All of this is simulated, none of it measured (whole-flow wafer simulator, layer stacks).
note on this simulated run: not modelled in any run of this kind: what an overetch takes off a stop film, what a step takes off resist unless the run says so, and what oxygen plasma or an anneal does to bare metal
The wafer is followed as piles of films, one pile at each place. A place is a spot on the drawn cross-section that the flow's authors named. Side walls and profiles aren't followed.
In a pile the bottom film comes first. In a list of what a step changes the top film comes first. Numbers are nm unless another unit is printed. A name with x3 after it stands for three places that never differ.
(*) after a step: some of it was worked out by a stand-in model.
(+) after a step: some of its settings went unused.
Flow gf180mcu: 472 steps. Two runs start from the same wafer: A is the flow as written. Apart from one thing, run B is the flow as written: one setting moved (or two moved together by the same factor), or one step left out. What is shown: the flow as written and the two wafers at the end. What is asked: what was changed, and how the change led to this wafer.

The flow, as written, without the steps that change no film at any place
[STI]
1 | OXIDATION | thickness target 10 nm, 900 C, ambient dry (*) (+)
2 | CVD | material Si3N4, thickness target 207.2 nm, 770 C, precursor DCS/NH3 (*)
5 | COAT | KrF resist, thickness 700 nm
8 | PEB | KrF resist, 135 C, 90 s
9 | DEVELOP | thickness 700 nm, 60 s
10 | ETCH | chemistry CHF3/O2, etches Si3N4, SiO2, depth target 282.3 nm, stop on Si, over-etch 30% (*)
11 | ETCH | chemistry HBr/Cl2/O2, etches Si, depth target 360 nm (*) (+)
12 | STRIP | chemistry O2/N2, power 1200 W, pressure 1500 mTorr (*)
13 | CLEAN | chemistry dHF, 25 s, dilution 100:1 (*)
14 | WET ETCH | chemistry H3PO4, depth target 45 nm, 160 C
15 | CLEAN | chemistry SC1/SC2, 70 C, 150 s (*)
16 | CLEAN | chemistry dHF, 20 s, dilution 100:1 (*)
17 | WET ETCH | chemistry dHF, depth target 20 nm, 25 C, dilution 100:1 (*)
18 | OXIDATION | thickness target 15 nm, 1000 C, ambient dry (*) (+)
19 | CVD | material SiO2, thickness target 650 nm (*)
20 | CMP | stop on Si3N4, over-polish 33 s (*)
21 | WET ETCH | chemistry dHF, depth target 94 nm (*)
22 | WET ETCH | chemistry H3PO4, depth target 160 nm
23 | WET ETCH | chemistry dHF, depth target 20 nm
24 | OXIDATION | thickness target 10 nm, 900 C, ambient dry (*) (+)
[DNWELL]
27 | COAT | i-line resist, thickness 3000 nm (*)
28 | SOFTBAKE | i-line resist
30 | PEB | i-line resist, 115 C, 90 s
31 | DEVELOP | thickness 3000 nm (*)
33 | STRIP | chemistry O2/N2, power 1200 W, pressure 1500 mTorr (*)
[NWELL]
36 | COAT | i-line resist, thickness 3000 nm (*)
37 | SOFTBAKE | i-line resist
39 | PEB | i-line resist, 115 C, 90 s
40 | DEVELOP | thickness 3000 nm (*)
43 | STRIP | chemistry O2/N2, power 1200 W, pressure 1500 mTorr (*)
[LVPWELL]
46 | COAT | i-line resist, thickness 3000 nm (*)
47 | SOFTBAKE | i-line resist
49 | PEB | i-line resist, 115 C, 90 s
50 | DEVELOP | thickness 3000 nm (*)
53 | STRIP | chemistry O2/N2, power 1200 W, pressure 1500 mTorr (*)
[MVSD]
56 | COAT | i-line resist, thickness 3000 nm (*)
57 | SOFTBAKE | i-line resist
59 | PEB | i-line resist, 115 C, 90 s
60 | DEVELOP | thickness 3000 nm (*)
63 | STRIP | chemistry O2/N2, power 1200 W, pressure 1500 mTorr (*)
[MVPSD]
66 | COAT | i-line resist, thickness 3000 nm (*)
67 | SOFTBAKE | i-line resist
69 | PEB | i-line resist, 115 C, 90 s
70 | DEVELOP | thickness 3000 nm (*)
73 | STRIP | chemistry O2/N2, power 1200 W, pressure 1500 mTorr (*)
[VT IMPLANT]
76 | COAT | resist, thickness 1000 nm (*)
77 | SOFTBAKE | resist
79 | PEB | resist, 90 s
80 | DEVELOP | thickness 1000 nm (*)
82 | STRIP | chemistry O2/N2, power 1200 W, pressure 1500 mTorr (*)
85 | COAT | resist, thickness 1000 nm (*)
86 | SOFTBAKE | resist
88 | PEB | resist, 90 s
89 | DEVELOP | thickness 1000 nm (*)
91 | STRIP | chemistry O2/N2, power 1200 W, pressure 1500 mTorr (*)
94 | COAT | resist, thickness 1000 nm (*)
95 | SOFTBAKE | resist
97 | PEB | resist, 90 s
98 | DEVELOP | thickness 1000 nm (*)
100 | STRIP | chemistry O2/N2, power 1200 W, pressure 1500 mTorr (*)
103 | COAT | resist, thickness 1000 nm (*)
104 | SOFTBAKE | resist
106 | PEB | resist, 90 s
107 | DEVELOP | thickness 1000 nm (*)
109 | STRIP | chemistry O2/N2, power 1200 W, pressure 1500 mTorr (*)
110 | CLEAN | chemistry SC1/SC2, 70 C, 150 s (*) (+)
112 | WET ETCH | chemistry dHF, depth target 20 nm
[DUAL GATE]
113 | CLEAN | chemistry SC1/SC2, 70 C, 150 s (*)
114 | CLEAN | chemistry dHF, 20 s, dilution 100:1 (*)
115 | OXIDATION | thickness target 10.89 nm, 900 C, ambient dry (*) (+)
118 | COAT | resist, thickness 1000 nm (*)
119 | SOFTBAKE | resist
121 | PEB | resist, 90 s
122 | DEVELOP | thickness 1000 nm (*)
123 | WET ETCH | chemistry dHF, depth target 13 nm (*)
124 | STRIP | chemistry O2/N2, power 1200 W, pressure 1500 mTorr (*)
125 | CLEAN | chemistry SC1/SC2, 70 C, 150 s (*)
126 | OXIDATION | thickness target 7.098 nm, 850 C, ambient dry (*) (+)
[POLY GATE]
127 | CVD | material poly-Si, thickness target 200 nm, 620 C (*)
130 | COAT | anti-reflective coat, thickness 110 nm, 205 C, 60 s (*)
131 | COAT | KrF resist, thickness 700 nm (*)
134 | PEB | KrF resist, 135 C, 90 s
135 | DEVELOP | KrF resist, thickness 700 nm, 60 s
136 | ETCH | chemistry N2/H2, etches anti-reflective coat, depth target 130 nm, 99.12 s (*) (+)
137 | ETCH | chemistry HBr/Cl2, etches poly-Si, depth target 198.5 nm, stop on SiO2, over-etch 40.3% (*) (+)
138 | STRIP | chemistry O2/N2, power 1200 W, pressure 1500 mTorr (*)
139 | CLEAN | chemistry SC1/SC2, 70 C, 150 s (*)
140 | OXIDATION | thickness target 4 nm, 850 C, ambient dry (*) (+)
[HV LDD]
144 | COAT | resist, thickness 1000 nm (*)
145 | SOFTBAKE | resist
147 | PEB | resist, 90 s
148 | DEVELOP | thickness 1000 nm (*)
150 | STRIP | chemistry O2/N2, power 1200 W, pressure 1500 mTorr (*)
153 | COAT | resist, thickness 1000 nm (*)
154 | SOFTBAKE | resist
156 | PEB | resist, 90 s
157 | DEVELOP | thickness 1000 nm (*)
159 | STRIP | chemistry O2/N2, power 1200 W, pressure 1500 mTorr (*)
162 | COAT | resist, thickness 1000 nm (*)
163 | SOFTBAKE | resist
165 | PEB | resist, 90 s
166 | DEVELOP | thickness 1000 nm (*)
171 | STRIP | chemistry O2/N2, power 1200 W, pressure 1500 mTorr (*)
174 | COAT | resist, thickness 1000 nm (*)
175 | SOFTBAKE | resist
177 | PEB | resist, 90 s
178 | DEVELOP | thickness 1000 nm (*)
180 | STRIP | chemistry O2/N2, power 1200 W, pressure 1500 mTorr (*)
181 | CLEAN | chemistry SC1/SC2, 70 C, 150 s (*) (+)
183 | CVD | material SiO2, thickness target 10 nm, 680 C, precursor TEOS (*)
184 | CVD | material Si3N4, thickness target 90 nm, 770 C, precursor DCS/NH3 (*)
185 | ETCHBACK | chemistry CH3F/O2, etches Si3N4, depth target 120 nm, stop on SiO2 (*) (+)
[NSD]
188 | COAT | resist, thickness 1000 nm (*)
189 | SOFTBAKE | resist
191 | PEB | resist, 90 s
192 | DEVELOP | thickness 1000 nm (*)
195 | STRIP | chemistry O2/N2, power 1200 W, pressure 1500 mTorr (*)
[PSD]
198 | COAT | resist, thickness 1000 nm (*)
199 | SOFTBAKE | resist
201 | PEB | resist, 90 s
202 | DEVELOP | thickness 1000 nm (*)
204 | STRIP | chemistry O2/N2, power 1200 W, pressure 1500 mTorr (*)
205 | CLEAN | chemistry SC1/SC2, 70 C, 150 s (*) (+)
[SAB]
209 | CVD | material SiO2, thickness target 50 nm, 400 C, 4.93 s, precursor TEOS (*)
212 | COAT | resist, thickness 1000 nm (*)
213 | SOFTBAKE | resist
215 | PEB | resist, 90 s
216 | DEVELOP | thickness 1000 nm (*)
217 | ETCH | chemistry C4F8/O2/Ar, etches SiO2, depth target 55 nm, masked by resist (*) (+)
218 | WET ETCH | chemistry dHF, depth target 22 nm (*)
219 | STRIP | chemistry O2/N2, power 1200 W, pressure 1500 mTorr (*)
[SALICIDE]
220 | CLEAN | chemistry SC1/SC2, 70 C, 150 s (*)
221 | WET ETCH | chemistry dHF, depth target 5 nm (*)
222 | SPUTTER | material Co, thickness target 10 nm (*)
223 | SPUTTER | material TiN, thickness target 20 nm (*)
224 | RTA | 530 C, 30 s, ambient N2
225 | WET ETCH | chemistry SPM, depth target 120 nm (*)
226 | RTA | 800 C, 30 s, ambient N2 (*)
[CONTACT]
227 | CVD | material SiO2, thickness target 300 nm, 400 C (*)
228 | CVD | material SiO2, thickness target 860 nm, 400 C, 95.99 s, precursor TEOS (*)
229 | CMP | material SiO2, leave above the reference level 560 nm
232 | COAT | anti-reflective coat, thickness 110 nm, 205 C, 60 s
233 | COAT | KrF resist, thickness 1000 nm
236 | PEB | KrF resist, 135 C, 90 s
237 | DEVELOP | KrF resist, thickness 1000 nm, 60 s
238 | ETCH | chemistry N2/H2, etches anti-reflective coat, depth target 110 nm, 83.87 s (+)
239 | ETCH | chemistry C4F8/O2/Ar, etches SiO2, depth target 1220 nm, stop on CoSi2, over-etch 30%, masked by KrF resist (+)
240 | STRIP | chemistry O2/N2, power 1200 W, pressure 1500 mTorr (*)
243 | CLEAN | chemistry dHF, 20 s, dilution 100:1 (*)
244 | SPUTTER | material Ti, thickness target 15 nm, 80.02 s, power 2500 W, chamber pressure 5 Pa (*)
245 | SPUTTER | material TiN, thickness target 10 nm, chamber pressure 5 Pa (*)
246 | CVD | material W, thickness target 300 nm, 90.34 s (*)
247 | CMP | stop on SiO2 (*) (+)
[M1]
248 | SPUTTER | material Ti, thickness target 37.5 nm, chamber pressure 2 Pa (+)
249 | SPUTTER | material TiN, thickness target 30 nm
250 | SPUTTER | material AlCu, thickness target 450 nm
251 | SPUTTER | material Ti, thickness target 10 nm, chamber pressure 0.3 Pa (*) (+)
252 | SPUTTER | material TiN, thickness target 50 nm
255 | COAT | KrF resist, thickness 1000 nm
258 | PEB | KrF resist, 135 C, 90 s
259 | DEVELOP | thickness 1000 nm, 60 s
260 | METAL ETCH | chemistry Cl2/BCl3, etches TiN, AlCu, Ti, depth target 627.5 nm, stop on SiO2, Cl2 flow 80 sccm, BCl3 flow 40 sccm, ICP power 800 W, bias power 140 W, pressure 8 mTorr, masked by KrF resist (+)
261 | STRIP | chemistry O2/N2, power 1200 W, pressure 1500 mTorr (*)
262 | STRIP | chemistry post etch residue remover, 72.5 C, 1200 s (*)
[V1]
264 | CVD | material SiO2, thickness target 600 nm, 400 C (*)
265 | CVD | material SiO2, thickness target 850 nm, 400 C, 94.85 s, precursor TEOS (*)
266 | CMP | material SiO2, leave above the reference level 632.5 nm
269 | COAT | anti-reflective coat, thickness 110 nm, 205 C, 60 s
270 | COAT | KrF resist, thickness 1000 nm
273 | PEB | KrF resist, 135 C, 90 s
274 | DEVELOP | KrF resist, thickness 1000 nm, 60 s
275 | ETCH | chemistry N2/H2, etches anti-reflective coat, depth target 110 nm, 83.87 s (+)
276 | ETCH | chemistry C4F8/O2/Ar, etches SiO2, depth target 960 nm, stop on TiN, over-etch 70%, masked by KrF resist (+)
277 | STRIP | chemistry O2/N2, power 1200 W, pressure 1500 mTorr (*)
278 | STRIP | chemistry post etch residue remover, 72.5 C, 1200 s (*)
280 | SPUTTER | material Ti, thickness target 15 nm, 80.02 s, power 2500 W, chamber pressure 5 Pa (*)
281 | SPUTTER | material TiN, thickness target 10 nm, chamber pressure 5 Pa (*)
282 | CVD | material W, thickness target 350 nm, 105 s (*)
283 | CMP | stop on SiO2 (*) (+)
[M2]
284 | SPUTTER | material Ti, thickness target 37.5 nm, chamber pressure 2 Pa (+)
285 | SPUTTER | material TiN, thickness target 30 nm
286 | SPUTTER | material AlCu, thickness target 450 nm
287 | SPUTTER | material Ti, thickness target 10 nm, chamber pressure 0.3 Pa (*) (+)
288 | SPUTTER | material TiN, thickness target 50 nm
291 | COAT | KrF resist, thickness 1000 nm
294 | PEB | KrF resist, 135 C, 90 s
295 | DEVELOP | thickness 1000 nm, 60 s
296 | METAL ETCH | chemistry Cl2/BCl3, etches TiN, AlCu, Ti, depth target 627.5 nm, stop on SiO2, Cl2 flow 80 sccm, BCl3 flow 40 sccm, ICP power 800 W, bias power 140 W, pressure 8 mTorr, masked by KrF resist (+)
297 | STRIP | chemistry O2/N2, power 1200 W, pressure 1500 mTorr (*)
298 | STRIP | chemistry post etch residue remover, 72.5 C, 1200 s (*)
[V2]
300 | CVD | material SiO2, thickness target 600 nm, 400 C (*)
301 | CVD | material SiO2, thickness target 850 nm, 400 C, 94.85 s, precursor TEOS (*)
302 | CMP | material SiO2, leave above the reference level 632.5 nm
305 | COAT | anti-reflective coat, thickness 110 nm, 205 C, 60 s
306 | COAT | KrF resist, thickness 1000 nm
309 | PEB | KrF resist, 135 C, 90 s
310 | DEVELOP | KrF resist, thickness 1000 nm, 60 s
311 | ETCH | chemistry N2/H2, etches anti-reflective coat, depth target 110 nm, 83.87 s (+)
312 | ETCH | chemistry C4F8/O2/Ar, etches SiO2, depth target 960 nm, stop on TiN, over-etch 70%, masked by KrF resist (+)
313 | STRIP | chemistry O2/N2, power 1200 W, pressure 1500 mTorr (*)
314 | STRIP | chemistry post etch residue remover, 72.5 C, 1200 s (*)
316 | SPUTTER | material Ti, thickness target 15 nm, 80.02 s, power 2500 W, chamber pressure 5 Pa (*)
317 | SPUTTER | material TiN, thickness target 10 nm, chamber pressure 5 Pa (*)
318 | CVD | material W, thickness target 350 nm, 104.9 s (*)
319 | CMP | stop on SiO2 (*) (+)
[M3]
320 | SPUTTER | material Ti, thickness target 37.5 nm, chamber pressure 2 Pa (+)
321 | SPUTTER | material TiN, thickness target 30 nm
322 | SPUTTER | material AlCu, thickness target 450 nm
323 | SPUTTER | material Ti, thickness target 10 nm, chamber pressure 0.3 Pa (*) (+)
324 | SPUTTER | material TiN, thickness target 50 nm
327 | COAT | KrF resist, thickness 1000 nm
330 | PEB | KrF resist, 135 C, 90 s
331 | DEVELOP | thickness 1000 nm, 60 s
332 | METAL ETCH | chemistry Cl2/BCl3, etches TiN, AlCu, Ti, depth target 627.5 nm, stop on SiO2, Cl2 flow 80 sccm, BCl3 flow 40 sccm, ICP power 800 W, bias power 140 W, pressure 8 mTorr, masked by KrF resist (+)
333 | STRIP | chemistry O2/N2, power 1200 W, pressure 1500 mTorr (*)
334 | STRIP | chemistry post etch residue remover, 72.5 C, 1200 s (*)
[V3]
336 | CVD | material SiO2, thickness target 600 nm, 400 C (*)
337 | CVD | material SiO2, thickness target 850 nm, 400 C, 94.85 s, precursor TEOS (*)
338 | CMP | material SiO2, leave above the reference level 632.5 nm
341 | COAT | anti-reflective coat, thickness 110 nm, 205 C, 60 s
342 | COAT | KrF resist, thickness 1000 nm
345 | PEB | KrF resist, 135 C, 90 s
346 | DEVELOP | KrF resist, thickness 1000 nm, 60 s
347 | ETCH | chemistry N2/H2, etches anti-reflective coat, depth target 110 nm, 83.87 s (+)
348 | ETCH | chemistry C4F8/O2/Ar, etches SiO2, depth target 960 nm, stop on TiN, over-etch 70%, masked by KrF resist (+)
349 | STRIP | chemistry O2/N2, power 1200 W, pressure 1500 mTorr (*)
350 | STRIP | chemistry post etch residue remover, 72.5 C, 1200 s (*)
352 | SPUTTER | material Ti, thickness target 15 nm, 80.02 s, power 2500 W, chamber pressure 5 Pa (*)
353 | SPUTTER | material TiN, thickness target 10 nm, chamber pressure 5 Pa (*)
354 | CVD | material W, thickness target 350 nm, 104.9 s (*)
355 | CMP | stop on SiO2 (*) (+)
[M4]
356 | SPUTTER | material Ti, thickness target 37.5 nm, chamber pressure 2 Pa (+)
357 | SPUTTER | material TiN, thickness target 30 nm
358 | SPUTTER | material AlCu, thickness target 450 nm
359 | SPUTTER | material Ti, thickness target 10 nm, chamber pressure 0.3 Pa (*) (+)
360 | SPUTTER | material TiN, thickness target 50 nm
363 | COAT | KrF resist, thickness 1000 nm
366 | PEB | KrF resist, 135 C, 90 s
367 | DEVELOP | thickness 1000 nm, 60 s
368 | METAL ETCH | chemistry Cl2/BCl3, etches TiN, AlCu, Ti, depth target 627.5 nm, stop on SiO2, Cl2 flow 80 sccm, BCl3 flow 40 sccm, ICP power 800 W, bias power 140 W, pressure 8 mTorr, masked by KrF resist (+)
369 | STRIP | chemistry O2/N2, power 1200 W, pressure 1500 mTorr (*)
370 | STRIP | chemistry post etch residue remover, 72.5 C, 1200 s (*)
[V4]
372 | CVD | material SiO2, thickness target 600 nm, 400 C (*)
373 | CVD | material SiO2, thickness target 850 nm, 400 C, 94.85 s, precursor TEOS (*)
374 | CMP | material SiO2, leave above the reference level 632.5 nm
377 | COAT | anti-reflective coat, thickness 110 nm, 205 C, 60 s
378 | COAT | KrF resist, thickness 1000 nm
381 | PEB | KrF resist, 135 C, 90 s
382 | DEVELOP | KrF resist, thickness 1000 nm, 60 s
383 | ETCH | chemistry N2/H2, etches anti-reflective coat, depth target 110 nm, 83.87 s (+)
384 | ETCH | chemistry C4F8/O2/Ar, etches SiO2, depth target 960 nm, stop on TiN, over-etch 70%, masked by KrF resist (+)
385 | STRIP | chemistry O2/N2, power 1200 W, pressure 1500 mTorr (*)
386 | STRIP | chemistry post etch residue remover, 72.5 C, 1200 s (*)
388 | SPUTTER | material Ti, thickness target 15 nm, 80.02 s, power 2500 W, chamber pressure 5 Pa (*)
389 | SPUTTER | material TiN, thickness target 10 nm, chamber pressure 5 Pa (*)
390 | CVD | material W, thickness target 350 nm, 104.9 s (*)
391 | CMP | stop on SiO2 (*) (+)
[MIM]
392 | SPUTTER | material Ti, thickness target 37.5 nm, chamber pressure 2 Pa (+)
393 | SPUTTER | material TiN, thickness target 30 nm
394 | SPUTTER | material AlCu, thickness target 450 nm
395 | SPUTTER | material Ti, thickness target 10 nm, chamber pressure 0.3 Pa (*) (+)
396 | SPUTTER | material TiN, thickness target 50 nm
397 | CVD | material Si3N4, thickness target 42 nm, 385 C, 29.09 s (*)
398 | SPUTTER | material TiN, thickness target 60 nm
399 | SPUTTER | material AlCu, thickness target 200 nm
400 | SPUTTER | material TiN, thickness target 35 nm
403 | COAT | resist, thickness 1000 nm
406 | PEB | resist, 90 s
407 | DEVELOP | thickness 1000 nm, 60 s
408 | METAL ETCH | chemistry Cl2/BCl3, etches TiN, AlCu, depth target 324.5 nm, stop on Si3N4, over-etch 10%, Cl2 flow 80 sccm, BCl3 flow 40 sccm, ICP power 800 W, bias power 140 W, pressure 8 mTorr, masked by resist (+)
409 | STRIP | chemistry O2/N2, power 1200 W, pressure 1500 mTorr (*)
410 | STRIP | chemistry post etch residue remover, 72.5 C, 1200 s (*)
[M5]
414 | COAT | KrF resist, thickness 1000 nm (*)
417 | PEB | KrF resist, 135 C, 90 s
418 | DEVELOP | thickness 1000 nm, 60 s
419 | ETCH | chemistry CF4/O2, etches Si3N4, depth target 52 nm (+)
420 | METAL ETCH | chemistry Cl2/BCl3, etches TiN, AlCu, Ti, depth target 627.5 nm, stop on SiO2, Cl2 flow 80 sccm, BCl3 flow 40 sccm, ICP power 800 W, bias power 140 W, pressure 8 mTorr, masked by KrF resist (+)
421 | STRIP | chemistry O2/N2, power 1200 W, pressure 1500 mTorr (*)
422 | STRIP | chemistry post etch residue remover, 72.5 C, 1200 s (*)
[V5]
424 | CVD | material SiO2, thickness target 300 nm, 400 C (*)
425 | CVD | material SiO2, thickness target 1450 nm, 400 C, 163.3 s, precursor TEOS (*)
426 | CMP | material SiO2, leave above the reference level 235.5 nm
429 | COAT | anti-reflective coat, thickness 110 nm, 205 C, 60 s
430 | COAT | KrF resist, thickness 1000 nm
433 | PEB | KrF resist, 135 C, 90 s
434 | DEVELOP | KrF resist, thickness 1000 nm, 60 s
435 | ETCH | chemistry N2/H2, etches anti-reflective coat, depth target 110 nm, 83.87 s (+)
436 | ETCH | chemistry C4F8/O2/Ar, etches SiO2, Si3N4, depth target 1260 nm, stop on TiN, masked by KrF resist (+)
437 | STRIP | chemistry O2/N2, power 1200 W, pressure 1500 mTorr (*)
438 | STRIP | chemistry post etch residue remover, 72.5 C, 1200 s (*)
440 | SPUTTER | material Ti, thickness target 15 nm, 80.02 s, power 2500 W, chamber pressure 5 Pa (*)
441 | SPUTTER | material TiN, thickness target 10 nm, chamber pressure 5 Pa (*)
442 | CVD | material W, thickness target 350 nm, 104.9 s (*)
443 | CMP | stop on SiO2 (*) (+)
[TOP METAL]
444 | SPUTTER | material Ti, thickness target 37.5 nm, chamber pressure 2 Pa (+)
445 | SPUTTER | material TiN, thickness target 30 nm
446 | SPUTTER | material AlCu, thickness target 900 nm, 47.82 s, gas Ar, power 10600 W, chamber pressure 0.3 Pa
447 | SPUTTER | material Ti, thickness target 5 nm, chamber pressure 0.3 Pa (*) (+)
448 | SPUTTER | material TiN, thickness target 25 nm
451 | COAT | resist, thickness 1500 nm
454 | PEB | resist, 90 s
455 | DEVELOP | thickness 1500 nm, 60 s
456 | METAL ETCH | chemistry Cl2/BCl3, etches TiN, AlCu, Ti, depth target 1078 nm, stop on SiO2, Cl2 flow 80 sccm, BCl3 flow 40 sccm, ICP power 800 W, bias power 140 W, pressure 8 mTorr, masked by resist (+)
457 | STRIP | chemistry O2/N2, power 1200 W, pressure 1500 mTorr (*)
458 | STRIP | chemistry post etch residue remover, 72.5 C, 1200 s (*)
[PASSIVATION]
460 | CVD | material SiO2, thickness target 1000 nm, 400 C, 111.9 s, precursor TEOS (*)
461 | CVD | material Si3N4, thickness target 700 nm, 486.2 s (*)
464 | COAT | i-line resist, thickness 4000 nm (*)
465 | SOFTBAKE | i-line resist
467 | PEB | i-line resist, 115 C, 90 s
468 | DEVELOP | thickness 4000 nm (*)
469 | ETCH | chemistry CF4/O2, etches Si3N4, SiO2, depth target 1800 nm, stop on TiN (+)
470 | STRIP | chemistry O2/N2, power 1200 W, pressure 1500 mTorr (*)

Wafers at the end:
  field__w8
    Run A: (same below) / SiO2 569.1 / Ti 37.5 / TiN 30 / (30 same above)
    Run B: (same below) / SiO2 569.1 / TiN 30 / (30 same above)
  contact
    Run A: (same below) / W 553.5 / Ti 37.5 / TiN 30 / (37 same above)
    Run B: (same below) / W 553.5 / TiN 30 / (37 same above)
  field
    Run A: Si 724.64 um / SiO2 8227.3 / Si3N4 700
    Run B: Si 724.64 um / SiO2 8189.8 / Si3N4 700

The reason: step 284, SPUTTER: material Ti, thickness target 37.5 nm, chamber pressure 2 Pa (+), was omitted.

How this came from the change, step by step:
  296 | METAL ETCH | chemistry Cl2/BCl3, etches TiN, AlCu, Ti, depth target 627.5 nm, stop on SiO2, Cl2 flow 80 sccm, BCl3 flow 40 sccm, ICP power 800 W, bias power 140 W, pressure 8 mTorr, masked by KrF resist (+)
      field, field__w1, field__w2 and 103 more: A -50 TiN (all of it), -10 Ti (all of it), -450 AlCu (all of it), -30 TiN (all of it), -37.5 Ti (all of it) | B -50 TiN (all of it), -10 Ti (all of it), -450 AlCu (all of it), -30 TiN (all of it)
  302 | CMP | material SiO2, leave above the reference level 632.5 nm
      field, field__w1, field__w2 and 103 more: A -300 SiO2 | B -337.5 SiO2
